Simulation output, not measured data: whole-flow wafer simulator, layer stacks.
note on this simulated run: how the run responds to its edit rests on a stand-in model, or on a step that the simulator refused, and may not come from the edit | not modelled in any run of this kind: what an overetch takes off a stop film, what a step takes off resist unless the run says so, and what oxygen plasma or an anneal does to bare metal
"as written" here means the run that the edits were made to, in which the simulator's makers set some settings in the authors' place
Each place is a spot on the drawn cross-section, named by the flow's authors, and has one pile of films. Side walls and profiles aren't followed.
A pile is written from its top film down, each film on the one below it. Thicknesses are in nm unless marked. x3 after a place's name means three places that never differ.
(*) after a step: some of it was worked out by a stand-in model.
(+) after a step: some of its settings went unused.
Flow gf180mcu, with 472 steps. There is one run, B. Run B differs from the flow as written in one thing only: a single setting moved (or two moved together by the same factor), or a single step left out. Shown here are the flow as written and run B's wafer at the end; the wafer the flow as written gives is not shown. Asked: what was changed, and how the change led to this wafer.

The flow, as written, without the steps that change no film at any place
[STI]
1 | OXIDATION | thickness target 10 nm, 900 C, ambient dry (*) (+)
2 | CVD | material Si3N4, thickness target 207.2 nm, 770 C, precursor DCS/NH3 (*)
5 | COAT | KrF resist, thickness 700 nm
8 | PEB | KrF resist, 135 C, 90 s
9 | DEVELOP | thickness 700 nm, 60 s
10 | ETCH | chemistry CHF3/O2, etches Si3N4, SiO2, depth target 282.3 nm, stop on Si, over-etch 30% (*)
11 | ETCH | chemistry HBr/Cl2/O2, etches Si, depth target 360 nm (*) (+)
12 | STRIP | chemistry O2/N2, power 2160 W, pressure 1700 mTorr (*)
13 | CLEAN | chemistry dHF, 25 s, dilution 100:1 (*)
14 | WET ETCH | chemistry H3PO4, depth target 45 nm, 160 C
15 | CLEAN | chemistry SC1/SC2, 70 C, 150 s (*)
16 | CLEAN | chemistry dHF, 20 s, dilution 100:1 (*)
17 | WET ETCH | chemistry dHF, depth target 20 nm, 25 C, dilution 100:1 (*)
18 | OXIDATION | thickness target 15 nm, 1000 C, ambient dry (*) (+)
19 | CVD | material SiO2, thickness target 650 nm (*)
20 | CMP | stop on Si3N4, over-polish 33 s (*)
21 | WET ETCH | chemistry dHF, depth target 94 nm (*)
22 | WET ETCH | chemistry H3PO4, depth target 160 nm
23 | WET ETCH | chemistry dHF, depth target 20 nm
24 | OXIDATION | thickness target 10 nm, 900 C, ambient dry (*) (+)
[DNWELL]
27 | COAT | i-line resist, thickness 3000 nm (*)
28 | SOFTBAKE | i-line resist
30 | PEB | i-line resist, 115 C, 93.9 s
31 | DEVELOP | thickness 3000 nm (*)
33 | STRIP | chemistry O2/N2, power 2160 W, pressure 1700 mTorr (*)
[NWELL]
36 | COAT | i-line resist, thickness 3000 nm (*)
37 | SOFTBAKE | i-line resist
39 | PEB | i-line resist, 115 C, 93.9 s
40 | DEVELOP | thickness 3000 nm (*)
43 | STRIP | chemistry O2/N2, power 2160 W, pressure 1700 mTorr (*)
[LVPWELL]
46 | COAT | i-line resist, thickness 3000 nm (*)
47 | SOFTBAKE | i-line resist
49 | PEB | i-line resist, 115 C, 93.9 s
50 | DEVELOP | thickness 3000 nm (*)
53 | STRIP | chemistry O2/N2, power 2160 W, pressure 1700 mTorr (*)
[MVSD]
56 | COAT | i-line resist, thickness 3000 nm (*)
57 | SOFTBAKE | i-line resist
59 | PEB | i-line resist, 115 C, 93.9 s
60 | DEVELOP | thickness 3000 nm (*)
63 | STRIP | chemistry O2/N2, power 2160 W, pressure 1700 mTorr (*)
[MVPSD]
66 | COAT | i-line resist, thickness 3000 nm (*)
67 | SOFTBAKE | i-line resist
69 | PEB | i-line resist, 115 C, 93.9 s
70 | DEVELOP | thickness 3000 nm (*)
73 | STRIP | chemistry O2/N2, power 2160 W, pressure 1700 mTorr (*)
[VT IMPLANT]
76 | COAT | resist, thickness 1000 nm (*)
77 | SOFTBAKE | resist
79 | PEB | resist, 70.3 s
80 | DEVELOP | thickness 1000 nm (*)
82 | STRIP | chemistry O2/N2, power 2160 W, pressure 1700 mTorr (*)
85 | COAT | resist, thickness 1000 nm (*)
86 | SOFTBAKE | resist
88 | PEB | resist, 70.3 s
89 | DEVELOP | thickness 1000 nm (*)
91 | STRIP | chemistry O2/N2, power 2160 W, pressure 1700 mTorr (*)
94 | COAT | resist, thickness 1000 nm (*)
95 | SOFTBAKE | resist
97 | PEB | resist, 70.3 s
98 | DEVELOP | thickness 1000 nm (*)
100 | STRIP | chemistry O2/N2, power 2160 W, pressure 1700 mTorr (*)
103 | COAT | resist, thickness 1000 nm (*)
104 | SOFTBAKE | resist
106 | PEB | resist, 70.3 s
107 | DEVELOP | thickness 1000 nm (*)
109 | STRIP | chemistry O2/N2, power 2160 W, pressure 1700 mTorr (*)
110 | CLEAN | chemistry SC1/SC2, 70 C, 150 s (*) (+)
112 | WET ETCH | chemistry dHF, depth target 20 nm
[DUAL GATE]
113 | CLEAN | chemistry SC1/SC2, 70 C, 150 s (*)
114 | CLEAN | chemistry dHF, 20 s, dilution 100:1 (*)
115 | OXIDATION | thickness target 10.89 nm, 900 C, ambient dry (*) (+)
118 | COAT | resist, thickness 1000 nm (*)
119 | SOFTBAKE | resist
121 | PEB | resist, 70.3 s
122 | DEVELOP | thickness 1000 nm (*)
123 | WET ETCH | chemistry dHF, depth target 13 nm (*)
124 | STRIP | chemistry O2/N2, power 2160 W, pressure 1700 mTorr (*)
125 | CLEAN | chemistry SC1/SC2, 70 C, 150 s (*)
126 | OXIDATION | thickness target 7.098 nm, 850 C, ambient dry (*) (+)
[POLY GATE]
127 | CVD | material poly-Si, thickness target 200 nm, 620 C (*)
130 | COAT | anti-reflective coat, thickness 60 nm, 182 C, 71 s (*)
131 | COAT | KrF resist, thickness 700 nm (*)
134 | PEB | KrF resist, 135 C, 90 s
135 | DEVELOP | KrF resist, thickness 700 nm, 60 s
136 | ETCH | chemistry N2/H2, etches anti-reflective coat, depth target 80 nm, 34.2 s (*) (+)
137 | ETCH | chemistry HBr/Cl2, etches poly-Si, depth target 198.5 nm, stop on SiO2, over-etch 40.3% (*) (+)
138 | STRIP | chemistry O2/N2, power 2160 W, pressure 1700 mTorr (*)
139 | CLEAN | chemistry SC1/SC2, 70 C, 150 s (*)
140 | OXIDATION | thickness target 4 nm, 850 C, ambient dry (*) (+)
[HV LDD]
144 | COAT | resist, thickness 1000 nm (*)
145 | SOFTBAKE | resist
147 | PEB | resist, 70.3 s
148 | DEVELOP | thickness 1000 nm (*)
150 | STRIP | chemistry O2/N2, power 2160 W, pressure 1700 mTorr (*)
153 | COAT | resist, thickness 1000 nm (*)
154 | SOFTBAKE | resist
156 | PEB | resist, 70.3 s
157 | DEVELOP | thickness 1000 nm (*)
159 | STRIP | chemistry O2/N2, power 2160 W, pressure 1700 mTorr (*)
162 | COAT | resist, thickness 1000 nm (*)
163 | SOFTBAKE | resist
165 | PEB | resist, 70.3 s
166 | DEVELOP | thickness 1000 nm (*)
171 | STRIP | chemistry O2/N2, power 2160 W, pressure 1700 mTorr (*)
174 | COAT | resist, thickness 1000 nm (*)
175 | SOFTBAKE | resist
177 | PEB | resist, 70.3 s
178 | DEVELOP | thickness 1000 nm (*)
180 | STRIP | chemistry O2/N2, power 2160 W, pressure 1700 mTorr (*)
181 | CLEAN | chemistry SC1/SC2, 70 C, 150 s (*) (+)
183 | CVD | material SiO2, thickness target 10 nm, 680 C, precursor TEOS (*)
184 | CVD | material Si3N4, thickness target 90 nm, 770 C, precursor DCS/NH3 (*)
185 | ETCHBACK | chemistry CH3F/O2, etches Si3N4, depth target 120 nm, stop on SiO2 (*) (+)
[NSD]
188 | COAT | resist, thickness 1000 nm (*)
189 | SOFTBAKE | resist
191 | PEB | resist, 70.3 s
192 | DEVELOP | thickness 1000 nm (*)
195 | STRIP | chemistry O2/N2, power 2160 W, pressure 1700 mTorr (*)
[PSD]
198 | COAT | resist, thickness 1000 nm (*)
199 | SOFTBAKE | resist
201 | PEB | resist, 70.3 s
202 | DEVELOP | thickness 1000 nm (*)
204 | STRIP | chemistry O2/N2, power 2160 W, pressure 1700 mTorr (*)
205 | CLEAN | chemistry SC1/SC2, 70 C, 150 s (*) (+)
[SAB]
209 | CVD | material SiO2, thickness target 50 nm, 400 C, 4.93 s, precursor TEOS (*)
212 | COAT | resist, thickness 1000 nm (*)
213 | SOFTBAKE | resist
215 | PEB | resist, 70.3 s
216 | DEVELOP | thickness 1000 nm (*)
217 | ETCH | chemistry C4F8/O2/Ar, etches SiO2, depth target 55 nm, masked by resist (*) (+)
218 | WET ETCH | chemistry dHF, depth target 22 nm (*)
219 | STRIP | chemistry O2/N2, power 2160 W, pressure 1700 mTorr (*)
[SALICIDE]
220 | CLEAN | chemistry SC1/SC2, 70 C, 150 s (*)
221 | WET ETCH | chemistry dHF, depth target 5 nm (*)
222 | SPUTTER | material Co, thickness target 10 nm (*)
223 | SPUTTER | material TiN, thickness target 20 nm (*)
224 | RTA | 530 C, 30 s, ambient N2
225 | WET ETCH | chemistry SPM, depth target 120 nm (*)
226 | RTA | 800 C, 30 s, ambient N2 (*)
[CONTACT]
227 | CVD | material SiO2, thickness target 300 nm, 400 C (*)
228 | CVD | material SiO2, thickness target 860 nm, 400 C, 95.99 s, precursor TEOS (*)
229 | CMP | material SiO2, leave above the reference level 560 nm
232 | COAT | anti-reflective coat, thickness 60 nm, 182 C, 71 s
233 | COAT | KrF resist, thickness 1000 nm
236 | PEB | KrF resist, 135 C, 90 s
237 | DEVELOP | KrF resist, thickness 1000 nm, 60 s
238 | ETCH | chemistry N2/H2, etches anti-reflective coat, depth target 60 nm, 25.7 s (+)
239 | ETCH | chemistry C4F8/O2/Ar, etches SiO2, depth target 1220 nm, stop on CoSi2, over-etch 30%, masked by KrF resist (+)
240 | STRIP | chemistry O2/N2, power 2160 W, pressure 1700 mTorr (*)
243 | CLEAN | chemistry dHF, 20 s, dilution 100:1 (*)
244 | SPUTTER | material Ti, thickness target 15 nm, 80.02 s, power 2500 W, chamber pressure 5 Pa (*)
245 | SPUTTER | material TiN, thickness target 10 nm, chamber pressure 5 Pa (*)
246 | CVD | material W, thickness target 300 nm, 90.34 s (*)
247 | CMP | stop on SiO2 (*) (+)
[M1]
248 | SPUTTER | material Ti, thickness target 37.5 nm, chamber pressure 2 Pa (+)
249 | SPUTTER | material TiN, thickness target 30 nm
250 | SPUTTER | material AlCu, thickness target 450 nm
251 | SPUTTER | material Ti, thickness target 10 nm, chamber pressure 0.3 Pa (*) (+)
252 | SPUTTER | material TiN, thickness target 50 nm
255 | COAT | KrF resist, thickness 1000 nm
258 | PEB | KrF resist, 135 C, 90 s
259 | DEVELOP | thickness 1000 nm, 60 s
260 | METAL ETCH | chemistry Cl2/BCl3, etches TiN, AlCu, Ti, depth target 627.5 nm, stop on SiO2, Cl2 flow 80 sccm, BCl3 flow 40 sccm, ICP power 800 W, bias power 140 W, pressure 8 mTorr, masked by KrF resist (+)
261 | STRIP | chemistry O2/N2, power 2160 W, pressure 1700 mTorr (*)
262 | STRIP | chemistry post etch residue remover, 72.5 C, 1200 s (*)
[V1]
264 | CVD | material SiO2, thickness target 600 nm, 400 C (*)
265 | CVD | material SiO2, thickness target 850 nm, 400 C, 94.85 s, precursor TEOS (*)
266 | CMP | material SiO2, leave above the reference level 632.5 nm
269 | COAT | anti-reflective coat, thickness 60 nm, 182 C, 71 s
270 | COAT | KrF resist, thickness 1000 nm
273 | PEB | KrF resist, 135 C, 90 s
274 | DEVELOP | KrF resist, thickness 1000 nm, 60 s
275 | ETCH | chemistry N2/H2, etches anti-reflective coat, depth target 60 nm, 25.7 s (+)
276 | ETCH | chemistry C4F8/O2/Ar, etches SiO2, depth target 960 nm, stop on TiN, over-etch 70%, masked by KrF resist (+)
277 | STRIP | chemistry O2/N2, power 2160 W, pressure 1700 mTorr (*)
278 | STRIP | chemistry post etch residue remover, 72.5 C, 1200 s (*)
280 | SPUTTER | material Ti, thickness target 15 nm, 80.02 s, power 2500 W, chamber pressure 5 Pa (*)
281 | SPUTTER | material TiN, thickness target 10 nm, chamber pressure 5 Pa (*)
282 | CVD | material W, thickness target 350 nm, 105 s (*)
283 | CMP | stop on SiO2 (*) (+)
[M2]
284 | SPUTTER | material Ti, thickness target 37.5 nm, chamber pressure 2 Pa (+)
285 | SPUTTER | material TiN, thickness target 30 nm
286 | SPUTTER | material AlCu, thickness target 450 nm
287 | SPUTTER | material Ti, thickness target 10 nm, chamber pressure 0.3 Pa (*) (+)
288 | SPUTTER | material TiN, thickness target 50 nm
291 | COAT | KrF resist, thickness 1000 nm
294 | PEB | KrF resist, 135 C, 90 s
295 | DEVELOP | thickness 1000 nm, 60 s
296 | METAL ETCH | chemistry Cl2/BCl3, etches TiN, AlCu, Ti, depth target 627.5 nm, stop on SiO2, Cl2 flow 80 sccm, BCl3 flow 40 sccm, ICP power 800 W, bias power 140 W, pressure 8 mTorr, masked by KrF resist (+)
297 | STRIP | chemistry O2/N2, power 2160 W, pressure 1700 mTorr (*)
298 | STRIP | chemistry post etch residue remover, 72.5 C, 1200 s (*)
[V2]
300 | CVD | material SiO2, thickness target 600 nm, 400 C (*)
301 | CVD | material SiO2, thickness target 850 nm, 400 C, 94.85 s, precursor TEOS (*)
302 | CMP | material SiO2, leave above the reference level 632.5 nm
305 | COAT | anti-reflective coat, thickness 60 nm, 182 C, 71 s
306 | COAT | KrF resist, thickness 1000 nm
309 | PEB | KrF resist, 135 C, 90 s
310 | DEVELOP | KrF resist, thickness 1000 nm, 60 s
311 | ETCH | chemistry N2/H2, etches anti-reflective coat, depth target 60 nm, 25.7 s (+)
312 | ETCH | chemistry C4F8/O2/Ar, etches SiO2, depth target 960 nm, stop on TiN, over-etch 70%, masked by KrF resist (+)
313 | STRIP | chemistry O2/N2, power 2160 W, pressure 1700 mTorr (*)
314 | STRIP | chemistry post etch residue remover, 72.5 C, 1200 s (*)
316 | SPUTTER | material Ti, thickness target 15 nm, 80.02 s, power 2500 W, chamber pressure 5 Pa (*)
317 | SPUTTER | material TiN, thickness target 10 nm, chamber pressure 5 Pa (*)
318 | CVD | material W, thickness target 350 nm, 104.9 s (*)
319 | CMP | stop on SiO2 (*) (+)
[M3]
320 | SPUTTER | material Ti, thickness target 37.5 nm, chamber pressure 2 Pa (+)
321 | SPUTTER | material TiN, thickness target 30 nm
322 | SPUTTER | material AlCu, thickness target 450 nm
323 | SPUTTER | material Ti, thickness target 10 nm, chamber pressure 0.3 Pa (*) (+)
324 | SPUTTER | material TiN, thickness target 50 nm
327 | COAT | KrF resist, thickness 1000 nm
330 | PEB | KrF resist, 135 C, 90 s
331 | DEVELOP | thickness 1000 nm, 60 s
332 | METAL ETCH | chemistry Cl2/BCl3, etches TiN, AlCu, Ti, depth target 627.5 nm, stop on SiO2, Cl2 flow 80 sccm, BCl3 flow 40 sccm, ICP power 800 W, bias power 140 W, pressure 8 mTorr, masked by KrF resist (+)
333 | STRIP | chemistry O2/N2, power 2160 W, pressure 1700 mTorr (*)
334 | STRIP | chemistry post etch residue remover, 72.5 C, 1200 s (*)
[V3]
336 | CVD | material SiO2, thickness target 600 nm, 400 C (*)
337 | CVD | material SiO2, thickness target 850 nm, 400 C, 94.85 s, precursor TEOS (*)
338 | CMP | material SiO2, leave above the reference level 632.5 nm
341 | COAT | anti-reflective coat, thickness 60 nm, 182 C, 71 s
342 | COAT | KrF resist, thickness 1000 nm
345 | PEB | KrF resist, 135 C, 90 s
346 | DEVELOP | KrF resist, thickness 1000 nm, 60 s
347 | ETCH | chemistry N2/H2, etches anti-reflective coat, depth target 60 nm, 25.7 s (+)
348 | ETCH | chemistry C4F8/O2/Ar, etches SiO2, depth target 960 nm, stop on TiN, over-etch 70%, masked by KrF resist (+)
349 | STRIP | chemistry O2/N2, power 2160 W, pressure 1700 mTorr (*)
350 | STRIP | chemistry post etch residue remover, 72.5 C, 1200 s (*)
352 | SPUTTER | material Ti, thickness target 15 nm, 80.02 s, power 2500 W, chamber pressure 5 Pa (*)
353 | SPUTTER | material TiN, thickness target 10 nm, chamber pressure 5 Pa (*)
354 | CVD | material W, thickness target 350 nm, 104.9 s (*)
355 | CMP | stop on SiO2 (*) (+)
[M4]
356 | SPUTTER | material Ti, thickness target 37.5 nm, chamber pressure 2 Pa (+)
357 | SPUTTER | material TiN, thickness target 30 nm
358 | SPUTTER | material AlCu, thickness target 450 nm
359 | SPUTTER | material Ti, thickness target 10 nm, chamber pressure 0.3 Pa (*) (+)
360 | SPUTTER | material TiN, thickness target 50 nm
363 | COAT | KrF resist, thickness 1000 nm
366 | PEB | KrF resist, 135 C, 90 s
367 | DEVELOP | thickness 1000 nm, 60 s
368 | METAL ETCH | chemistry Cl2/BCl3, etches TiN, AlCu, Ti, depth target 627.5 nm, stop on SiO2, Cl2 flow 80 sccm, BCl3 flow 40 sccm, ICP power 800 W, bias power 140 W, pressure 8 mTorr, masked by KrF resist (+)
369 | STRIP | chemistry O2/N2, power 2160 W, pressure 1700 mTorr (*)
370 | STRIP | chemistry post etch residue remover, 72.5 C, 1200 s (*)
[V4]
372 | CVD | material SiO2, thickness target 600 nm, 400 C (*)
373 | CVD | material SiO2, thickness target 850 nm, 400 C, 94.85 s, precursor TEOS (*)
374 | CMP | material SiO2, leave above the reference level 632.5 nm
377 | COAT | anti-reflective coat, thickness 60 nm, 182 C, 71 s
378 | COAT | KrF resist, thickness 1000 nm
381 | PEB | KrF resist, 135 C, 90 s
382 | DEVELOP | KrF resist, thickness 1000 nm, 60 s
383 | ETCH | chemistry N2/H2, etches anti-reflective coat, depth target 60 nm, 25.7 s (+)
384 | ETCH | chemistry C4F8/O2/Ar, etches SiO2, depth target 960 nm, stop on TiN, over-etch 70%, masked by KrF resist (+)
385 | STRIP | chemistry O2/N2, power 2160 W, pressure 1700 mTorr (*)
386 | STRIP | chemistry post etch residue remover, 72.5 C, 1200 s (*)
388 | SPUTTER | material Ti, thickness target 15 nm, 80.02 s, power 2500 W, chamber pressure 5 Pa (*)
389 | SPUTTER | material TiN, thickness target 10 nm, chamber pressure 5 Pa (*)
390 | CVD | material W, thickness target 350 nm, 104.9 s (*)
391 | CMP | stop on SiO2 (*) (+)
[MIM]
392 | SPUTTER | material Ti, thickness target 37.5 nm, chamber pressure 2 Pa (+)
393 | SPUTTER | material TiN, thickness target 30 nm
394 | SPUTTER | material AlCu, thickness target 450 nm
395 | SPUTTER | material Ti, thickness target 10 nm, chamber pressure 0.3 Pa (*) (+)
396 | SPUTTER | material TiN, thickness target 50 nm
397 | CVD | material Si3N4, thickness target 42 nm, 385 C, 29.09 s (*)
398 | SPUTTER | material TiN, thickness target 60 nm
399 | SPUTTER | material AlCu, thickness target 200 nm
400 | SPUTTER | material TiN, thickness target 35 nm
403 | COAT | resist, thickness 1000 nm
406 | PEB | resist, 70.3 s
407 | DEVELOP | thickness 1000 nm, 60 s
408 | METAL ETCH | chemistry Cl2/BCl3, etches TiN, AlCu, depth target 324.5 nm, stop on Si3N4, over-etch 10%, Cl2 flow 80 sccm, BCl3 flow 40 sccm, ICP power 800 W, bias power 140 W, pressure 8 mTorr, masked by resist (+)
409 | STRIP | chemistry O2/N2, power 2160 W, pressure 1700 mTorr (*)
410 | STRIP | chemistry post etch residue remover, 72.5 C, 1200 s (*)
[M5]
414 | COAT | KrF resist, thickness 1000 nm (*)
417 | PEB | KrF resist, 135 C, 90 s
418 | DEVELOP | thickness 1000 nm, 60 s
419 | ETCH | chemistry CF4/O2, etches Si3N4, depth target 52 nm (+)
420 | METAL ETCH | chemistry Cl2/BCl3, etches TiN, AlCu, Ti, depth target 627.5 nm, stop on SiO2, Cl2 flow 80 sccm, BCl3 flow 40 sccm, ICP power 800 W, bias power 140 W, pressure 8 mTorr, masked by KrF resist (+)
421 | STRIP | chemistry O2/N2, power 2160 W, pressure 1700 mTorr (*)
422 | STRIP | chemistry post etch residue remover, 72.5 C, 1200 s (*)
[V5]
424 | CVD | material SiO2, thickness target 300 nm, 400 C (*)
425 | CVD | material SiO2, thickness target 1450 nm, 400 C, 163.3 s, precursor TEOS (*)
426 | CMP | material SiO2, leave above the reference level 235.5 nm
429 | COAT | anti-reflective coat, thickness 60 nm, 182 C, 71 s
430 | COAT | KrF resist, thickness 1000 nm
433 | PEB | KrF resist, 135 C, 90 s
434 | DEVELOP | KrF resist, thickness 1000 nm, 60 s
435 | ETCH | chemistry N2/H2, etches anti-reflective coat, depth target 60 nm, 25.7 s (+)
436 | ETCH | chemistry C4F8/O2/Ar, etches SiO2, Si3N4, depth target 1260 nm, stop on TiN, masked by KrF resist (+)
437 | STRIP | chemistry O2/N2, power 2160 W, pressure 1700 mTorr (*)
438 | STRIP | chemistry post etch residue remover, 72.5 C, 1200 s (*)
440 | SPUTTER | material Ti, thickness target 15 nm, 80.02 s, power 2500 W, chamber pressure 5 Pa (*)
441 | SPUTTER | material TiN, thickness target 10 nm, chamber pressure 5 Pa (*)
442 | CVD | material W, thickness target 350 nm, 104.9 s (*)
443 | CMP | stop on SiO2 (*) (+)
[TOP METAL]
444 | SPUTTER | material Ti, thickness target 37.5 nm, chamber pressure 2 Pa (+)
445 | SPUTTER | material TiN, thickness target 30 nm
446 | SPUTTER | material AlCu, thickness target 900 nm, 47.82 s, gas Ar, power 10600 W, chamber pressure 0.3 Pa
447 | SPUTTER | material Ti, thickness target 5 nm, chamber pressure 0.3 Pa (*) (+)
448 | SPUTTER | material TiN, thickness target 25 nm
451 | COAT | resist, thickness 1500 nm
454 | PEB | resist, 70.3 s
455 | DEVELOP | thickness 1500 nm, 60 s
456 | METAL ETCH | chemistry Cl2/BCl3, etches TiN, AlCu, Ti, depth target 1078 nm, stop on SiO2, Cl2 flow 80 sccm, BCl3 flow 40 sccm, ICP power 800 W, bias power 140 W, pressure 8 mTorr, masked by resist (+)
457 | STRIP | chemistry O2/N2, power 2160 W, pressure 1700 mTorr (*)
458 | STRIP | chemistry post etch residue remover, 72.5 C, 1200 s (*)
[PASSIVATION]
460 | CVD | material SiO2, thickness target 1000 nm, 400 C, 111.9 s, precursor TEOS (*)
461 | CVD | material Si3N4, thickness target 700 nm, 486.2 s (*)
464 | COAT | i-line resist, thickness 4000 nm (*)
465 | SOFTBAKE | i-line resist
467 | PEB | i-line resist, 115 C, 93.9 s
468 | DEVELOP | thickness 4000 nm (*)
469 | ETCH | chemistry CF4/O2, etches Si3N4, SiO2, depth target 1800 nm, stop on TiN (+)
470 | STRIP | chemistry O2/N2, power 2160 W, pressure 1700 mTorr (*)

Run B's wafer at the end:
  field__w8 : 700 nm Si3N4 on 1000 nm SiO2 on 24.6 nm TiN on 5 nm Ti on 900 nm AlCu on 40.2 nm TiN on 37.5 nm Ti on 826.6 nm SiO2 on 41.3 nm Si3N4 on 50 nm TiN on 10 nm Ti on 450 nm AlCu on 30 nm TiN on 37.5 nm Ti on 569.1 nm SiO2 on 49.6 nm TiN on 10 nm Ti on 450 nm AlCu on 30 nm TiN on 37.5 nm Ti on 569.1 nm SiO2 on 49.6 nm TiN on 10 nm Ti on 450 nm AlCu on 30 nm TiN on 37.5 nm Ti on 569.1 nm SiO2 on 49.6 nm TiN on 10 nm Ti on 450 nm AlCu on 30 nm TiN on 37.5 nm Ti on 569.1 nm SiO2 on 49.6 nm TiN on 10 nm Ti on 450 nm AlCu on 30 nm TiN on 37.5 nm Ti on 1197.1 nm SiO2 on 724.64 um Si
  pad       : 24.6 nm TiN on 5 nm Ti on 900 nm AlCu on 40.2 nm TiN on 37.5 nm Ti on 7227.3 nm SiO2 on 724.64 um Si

Cause: step 445, SPUTTER: thickness target 40.2 nm was run, though the flow has thickness target 30 nm.
The wafer itself shows it: field__w8 has TiN 40.2, and step 445 as written asks for 30 nm.

The path from the change to this, step by step:
  445 | SPUTTER | material TiN, thickness target 30 nm
      field, field__w1, field__w2 and 109 more: TiN gains 40.2 (new film) (it would be, as written: TiN gains 30 (new film))
  456 | METAL ETCH | chemistry Cl2/BCl3, etches TiN, AlCu, Ti, depth target 1078 nm, stop on SiO2, Cl2 flow 80 sccm, BCl3 flow 40 sccm, ICP power 800 W, bias power 140 W, pressure 8 mTorr, masked by resist (+)
      field, field__w1, field__w2 and 103 more: TiN loses 25 (all of it), Ti loses 5 (all of it), AlCu loses 900 (all of it), TiN loses 40.2 (all of it), Ti loses 37.5 (all of it) (it would be, as written: TiN loses 25 (all of it), Ti loses 5 (all of it), AlCu loses 900 (all of it), TiN loses 30 (all of it), Ti loses 37.5 (all of it))
  465 | SOFTBAKE | i-line resist
      gate: i-line resist loses 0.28 (it would be, as written: i-line resist gains 1.79)
      ld_acc_p, ld_fp_p, ld_drift_p: i-line resist gains 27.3 (it would be, as written: i-line resist gains 33.8)
      (also at 56 further places)
